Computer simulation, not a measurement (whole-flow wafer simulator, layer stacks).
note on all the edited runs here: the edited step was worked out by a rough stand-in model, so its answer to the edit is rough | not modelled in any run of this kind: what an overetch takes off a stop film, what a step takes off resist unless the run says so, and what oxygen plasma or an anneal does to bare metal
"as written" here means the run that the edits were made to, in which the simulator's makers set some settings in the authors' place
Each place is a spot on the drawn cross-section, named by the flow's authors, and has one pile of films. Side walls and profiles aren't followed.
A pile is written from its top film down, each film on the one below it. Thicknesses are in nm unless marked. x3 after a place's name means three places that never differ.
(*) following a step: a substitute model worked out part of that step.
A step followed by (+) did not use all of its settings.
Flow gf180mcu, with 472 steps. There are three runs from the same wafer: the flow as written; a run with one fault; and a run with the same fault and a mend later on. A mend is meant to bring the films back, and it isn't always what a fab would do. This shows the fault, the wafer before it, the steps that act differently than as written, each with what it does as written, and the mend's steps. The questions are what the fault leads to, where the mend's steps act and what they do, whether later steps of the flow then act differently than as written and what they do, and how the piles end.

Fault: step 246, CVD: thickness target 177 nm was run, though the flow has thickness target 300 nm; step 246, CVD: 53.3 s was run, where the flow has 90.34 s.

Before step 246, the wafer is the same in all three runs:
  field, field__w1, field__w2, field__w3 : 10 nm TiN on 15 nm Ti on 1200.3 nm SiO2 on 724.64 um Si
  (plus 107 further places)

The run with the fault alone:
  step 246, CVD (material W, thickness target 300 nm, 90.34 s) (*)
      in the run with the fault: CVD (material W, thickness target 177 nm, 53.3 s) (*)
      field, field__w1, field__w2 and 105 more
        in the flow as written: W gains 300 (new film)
        in the run with the fault: W gains 177.5 (new film)
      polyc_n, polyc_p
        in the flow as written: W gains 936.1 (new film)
        in the run with the fault: W gains 813.6 (new film)
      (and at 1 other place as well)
  Steps later in the flow that act otherwise than as written:
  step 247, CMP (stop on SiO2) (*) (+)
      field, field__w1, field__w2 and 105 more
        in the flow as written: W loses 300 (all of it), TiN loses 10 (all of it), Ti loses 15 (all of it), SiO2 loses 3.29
        in the run with the fault: W loses 177.5 (all of it), TiN loses 10 (all of it), Ti loses 15 (all of it), SiO2 loses 2.05
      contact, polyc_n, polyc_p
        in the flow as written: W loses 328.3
        in the run with the fault: W loses 204.5
  At the end the piles are close to the flow's at the places that both follow, differing by at most 2% or 0.5 nm, whichever is larger.

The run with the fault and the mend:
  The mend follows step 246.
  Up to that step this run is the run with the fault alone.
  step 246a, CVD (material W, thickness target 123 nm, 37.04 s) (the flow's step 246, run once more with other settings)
      field, field__w1, field__w2 and 108 more
        W gains 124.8
  Every later step of the flow that is run acts as written, at every place that is followed, to within 2% or 0.5 nm, whichever is larger.
  At the end the piles are close to the flow's at the places that both follow, differing by at most 2% or 0.5 nm, whichever is larger.
